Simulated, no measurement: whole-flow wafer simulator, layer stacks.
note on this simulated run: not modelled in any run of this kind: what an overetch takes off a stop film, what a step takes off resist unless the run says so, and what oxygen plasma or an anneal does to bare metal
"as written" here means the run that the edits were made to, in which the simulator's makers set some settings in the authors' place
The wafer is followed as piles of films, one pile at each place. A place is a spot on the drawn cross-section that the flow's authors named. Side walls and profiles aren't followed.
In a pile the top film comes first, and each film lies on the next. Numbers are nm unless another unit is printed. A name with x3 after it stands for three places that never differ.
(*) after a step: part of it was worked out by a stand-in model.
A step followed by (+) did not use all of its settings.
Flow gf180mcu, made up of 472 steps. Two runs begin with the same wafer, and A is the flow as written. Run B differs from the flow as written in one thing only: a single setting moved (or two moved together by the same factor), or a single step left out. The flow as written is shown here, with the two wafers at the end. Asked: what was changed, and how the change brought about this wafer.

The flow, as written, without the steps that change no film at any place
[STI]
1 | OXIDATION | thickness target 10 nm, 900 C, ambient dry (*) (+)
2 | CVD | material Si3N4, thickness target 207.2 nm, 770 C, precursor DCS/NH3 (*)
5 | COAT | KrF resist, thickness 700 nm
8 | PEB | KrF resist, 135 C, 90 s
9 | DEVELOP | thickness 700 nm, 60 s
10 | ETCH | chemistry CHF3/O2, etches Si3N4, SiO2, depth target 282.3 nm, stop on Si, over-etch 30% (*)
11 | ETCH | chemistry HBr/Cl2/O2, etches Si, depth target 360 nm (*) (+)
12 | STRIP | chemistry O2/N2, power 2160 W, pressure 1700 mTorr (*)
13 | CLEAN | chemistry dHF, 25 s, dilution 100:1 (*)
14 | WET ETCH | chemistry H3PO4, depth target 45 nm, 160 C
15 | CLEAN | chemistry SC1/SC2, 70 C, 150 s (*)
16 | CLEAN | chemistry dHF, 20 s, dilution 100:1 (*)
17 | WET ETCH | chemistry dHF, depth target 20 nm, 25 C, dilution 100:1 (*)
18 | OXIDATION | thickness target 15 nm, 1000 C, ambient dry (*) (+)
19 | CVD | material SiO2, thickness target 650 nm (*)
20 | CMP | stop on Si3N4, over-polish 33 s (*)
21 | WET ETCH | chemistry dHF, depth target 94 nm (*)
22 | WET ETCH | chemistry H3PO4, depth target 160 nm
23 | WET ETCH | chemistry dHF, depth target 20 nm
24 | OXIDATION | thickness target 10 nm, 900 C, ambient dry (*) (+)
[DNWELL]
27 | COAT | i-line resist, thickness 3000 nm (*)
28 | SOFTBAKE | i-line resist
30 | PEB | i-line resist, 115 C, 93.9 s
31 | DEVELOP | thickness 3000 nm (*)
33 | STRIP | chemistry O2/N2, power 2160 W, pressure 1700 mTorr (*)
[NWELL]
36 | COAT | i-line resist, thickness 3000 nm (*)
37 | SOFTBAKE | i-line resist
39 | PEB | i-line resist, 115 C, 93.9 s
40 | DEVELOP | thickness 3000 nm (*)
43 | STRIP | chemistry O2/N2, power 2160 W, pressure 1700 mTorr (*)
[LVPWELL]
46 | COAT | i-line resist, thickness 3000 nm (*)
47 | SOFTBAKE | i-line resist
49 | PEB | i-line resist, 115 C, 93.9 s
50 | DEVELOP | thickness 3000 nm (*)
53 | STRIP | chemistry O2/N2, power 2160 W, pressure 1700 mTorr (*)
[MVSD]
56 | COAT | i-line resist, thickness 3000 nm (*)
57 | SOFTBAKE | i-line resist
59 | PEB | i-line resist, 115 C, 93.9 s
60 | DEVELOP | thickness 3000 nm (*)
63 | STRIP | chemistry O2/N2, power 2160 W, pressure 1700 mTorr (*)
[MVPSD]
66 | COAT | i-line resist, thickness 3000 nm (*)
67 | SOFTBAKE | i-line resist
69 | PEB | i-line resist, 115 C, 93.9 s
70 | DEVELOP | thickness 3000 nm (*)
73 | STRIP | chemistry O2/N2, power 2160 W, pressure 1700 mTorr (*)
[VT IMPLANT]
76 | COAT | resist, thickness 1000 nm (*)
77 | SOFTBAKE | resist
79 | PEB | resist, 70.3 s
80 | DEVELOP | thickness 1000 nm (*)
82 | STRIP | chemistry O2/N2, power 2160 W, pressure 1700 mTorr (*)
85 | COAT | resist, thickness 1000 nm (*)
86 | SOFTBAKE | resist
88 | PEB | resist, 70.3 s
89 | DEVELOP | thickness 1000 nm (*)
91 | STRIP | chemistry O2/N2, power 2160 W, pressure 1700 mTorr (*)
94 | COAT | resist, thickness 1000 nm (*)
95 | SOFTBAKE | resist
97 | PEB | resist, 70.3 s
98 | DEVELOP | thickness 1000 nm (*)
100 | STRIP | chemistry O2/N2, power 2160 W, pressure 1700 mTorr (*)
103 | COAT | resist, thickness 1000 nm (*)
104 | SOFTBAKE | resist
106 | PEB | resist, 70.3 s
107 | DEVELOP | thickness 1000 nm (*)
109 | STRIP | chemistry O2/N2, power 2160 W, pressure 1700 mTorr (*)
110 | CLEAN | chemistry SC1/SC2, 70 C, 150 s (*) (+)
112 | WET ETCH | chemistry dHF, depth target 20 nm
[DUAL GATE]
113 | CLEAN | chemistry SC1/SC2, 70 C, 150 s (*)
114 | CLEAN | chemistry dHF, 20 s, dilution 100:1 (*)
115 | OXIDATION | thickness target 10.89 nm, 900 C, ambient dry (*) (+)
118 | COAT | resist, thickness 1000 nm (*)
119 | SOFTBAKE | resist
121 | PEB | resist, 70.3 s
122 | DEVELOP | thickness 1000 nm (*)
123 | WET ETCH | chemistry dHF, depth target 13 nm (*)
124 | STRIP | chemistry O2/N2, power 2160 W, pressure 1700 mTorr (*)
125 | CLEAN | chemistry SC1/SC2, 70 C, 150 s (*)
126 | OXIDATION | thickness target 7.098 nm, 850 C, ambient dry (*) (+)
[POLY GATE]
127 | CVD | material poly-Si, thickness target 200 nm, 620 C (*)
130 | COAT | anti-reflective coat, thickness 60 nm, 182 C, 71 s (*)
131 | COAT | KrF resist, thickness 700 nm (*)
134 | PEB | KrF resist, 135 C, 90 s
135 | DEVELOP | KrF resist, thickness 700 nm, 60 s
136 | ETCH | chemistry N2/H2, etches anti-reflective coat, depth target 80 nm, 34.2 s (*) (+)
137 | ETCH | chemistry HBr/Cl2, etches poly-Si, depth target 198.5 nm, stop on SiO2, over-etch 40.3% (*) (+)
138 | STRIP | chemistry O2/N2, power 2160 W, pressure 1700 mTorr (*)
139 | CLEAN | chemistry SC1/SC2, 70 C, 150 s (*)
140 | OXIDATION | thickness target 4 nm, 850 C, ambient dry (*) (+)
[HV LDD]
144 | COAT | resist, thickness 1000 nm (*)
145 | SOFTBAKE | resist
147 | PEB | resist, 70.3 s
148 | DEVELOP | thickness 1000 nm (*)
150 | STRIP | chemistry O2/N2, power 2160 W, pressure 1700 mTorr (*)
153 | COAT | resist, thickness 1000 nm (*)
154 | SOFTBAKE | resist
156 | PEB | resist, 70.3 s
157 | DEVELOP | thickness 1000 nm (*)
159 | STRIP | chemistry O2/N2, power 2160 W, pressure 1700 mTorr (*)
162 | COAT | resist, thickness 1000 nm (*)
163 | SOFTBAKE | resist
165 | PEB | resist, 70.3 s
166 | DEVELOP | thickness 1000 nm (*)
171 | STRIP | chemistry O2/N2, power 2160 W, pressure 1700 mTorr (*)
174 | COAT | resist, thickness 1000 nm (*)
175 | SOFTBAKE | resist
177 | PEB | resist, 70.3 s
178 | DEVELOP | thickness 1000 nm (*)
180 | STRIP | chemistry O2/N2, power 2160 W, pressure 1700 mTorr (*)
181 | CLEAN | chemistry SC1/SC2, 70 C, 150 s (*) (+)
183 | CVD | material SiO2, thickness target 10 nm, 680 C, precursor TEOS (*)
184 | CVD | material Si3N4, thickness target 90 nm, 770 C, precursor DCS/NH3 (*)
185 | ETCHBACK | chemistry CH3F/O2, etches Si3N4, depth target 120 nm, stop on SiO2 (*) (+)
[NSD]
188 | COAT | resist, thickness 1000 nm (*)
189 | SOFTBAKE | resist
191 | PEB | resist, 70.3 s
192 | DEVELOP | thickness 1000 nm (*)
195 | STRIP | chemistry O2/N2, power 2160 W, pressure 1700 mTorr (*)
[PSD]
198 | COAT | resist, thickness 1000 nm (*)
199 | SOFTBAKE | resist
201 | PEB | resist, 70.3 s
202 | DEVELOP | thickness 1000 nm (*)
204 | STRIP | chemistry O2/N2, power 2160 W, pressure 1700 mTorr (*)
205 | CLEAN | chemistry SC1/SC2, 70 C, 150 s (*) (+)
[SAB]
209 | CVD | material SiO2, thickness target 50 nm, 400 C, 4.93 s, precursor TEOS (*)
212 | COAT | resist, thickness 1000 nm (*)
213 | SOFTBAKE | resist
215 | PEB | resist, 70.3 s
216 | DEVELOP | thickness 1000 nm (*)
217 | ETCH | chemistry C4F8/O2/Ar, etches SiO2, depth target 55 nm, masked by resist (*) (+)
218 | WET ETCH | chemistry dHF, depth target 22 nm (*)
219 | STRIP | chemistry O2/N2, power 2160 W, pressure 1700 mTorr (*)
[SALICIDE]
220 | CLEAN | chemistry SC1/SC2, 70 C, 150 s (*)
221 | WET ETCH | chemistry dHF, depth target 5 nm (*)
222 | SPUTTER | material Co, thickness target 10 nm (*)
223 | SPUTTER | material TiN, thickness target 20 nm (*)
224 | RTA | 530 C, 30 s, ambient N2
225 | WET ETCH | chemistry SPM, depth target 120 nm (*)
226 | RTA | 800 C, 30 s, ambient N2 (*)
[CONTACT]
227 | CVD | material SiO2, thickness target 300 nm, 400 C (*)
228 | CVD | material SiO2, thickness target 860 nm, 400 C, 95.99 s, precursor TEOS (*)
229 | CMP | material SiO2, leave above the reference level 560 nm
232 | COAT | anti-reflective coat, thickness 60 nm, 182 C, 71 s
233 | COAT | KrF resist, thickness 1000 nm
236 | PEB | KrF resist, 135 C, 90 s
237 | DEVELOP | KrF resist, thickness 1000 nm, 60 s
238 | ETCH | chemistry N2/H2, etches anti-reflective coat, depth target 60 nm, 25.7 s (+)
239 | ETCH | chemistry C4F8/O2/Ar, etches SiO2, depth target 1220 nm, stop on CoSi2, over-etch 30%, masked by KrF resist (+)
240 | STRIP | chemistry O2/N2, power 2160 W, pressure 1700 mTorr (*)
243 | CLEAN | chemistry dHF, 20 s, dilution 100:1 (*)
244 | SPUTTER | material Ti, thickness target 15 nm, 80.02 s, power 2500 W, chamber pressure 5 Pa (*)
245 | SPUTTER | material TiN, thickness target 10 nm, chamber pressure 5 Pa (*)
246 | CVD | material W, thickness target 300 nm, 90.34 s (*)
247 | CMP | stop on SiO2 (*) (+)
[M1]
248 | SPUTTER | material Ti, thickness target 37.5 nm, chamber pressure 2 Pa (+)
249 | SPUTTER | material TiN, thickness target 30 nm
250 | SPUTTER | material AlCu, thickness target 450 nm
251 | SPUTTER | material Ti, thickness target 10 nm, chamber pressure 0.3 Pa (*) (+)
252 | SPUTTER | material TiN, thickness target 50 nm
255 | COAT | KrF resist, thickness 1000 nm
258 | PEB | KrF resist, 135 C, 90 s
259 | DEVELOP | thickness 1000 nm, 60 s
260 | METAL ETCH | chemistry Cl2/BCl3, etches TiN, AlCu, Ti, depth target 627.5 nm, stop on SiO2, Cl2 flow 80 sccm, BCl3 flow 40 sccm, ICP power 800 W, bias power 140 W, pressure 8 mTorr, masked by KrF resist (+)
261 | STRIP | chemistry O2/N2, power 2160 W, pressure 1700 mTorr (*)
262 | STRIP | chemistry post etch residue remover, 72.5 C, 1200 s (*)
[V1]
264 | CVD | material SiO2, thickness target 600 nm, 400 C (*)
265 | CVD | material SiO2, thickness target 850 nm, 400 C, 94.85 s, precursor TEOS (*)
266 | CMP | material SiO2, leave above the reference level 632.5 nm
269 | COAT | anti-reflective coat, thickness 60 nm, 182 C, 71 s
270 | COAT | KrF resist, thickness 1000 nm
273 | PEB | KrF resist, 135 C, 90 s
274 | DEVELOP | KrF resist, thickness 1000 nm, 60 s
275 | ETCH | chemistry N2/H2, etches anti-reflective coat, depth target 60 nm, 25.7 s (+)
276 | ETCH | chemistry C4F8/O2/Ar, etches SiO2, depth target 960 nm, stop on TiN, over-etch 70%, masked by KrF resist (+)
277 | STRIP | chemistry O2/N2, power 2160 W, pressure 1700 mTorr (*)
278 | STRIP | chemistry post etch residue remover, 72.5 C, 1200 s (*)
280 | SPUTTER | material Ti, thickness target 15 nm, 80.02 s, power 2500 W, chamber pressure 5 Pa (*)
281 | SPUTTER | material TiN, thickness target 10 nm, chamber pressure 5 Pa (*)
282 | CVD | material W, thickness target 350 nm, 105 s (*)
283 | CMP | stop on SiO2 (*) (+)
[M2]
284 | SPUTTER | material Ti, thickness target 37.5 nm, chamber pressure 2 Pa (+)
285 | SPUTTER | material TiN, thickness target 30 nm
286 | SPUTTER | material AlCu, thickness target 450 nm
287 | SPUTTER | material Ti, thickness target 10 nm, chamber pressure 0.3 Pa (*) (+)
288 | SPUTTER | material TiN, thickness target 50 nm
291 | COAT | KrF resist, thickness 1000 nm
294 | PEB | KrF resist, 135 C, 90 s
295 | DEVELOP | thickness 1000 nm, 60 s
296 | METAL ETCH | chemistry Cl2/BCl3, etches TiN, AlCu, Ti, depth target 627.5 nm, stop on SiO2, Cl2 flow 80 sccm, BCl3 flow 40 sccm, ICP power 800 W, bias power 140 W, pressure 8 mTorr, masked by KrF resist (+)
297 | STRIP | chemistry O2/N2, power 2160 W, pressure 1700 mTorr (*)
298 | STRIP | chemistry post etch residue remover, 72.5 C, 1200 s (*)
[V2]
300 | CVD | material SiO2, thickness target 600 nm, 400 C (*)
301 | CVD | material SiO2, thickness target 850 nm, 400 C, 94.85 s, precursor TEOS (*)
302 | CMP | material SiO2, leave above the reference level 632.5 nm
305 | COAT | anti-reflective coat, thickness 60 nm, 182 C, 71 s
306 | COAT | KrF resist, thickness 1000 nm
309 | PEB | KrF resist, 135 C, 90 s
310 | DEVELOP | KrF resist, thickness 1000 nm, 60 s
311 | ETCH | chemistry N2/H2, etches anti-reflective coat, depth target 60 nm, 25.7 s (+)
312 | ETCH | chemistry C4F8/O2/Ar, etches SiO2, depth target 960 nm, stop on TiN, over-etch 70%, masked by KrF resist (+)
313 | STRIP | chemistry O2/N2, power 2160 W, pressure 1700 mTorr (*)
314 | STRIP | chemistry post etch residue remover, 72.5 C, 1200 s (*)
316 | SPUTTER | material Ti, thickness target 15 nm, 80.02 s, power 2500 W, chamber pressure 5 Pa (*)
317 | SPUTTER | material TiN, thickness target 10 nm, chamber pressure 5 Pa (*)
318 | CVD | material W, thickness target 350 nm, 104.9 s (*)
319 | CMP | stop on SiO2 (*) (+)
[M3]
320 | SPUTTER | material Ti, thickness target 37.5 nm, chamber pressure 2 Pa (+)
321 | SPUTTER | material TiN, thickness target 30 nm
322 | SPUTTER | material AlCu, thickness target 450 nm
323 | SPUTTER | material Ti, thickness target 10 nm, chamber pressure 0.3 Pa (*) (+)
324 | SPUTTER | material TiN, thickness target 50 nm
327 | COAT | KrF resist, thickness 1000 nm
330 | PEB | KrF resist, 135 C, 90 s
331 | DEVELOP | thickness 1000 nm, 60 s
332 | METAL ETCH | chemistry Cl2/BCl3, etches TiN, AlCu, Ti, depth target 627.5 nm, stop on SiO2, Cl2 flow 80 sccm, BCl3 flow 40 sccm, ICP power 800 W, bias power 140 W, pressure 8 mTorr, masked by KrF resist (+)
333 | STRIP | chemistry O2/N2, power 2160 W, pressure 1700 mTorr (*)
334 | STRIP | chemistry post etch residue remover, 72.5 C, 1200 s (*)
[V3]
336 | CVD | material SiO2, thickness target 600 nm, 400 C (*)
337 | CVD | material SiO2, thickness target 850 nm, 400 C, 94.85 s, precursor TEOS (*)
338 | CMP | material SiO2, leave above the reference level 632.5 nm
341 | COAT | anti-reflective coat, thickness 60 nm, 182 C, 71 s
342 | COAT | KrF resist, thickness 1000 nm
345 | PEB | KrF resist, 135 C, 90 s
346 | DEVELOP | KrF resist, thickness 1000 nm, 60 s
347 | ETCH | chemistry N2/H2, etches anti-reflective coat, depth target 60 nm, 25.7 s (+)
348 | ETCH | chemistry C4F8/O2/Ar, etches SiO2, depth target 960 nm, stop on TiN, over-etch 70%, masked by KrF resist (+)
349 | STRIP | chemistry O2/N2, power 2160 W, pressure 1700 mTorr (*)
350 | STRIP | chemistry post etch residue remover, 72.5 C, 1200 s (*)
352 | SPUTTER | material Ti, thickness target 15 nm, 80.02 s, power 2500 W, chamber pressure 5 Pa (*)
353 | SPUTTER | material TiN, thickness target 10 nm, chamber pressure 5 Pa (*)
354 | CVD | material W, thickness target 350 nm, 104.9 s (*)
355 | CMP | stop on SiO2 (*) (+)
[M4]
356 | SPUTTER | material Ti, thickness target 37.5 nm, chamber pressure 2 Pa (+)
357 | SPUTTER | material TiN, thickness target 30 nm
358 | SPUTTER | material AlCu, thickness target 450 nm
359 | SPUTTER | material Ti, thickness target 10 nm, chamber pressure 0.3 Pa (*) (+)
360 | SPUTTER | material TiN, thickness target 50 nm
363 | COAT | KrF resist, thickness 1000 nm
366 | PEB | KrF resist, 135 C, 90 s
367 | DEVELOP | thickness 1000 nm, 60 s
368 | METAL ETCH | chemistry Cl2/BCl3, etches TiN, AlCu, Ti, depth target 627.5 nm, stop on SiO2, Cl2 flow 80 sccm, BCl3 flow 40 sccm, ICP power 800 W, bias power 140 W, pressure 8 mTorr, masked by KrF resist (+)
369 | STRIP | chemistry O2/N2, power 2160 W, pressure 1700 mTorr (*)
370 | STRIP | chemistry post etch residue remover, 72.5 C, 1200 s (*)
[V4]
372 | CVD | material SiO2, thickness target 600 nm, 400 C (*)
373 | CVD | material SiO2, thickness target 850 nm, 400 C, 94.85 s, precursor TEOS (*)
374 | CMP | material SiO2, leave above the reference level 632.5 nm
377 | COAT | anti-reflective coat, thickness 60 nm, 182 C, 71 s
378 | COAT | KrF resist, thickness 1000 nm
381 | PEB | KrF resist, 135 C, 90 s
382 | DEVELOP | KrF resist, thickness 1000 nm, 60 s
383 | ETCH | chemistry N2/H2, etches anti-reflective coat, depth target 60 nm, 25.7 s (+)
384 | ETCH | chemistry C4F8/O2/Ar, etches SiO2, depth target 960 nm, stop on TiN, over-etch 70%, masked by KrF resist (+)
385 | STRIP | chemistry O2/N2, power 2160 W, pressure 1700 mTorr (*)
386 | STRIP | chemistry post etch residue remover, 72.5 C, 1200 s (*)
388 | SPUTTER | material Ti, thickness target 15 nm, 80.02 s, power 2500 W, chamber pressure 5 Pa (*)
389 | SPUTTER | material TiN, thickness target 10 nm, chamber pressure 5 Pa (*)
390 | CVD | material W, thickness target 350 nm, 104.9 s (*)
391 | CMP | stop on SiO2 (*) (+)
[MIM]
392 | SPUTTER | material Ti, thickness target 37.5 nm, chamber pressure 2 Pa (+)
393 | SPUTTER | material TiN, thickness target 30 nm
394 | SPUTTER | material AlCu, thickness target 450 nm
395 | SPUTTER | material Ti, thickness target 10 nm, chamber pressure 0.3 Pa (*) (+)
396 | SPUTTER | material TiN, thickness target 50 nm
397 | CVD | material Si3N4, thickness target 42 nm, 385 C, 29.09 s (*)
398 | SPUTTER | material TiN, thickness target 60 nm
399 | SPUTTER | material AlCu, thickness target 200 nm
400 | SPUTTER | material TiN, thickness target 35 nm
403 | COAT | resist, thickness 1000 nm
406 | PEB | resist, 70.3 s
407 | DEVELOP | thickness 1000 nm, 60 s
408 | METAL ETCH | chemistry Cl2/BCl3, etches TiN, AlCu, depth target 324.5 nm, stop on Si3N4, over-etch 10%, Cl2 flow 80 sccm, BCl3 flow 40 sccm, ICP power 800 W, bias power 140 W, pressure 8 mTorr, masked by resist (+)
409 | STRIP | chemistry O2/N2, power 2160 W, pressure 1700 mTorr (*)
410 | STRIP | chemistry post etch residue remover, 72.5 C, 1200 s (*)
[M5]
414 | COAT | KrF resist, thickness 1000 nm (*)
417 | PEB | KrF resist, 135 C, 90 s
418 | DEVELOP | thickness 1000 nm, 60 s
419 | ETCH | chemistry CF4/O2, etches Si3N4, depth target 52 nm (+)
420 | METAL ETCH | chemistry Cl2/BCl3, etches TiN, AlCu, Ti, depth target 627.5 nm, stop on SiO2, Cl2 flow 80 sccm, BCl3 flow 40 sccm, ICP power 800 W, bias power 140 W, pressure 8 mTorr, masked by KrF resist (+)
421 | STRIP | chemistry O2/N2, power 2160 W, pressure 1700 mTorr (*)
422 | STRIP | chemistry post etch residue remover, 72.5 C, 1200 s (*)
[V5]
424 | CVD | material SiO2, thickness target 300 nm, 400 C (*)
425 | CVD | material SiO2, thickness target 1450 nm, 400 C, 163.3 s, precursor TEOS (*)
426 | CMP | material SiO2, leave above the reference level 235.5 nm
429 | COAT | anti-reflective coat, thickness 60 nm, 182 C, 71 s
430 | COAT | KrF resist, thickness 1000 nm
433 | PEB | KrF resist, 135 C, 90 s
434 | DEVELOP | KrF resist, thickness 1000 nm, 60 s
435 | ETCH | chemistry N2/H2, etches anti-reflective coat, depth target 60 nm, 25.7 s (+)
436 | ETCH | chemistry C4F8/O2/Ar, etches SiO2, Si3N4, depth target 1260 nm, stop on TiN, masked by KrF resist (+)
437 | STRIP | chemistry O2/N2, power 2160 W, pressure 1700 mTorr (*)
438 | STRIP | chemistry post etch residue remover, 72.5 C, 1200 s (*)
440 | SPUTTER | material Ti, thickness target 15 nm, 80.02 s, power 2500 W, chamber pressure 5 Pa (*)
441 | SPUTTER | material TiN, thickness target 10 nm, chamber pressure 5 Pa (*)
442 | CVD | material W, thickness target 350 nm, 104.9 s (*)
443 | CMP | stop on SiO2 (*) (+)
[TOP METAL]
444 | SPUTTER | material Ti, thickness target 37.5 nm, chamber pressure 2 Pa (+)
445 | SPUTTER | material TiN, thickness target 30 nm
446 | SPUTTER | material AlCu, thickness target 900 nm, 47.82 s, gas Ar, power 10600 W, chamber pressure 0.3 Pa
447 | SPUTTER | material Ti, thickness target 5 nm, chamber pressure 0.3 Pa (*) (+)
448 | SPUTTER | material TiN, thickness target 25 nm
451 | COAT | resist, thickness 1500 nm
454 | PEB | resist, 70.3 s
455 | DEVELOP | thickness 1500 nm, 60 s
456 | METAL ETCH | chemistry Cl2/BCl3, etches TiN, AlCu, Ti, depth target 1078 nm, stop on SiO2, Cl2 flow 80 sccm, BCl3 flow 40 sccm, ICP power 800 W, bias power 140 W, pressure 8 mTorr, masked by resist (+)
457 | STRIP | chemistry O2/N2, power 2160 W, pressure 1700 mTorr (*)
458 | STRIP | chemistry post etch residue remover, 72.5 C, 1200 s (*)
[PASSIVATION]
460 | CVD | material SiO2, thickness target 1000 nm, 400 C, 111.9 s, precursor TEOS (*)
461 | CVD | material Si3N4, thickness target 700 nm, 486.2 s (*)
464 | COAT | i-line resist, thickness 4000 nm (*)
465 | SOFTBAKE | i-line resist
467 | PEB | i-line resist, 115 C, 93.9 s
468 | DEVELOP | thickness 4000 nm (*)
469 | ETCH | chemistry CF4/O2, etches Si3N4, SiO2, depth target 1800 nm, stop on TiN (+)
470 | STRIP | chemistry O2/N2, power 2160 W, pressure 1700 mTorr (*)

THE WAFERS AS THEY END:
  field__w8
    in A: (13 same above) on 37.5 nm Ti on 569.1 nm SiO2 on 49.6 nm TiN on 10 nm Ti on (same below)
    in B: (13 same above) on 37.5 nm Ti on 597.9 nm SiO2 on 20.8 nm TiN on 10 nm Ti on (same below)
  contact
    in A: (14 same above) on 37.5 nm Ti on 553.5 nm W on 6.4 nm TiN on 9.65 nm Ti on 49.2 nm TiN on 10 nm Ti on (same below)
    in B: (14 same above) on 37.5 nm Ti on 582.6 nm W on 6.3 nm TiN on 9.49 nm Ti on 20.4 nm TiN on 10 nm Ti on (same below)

Cause: step 360, SPUTTER: thickness target 21.2 nm was run, while the flow as written has thickness target 50 nm.

How this came from the change, step by step:
  360 | SPUTTER | material TiN, thickness target 50 nm
      field, field__w1, field__w2 and 108 more: A TiN gains 50 (new film) | B TiN gains 21.2 (new film)
  368 | METAL ETCH | chemistry Cl2/BCl3, etches TiN, AlCu, Ti, depth target 627.5 nm, stop on SiO2, Cl2 flow 80 sccm, BCl3 flow 40 sccm, ICP power 800 W, bias power 140 W, pressure 8 mTorr, masked by KrF resist (+)
      field, field__w1, field__w2 and 103 more: A TiN loses 50 (all of it), Ti loses 10 (all of it), AlCu loses 450 (all of it), TiN loses 30 (all of it), Ti loses 37.5 (all of it) | B TiN loses 21.2 (all of it), Ti loses 10 (all of it), AlCu loses 450 (all of it), TiN loses 30 (all of it), Ti loses 37.5 (all of it)
  374 | CMP | material SiO2, leave above the reference level 632.5 nm
      field__w8, contact, m1, m1__w1, m1_nw: A SiO2 loses 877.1 | B SiO2 loses 848.3
  384 | ETCH | chemistry C4F8/O2/Ar, etches SiO2, depth target 960 nm, stop on TiN, over-etch 70%, masked by KrF resist (+)
      contact: A SiO2 loses 572.5 (all of it) | B SiO2 loses 601.3 (all of it)
  390 | CVD | material W, thickness target 350 nm, 104.9 s (*)
      contact: A W gains 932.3 (new film) | B W gains 961.4 (new film)
